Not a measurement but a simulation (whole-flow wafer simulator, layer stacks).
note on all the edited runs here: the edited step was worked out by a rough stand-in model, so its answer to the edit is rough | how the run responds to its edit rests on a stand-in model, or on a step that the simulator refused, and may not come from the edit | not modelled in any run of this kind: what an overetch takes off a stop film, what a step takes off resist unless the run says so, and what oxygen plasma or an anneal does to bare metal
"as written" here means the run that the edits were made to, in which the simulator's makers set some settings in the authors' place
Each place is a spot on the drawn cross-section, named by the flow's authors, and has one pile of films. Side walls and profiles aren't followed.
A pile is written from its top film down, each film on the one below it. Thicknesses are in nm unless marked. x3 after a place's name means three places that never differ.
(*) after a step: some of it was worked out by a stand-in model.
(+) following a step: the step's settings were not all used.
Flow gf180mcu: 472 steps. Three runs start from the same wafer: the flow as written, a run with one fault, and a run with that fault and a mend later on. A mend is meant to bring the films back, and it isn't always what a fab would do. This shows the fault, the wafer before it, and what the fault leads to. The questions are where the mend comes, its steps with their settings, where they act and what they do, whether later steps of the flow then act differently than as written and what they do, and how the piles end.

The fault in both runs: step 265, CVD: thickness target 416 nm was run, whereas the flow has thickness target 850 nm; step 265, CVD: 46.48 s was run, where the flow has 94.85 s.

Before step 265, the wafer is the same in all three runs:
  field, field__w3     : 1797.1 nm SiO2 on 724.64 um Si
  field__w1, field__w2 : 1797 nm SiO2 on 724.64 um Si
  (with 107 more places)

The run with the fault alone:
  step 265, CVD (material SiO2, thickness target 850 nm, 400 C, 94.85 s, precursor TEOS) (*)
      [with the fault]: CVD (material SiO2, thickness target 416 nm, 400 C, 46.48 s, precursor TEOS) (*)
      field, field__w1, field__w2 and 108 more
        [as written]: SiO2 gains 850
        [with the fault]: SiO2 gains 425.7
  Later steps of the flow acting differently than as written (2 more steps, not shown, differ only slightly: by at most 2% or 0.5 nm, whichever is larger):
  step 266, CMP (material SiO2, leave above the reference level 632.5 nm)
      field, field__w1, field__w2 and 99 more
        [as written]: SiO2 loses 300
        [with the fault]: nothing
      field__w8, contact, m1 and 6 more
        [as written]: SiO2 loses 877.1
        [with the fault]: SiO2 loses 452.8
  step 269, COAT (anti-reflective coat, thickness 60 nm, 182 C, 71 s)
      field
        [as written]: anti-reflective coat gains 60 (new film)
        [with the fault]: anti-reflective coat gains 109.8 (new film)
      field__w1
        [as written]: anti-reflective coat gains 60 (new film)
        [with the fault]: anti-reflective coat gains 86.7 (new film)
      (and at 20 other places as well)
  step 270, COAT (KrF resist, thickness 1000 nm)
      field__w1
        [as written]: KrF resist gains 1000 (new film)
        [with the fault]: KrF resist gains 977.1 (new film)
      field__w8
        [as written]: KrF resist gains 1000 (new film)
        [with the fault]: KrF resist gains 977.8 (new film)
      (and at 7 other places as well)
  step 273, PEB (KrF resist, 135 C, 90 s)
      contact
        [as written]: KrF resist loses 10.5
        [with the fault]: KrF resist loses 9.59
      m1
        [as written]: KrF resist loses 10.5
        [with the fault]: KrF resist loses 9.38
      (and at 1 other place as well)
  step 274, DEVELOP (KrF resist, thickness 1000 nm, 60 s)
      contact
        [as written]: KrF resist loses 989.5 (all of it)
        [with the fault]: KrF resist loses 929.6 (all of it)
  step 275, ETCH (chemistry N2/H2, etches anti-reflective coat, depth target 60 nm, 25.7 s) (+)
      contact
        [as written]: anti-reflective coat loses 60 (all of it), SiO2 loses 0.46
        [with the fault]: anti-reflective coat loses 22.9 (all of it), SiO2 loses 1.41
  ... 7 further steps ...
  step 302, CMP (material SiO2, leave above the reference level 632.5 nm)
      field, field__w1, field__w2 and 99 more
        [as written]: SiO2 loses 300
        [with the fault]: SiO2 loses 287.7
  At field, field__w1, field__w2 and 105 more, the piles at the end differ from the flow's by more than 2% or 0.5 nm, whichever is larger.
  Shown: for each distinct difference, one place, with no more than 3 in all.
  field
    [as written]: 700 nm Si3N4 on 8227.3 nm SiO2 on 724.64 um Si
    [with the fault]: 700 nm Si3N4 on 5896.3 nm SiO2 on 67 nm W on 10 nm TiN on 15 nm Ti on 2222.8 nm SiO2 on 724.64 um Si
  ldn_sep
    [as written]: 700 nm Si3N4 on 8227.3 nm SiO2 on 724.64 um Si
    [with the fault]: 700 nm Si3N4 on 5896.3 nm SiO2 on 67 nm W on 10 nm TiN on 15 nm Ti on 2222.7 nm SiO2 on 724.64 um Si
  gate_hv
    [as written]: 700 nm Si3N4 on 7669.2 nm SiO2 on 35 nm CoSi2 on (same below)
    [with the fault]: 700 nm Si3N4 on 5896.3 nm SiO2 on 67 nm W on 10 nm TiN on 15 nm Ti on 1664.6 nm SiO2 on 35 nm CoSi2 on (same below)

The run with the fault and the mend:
  After step 265 comes the mend.
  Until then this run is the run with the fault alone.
  step 265a, CVD (material SiO2, thickness target 434 nm, 400 C, 48.43 s, precursor TEOS) (*) (the flow's step 265 again, with other settings)
      field, field__w1, field__w2 and 108 more
        SiO2 gains 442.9
  Later steps of the flow acting differently than as written:
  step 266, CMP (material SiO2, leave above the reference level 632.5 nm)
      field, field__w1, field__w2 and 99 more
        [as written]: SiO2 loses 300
        [with the mend]: SiO2 loses 318.6
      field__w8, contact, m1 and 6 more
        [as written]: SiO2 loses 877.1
        [with the mend]: SiO2 loses 895.7
  The piles end the same as the flow's at every place that both follow.
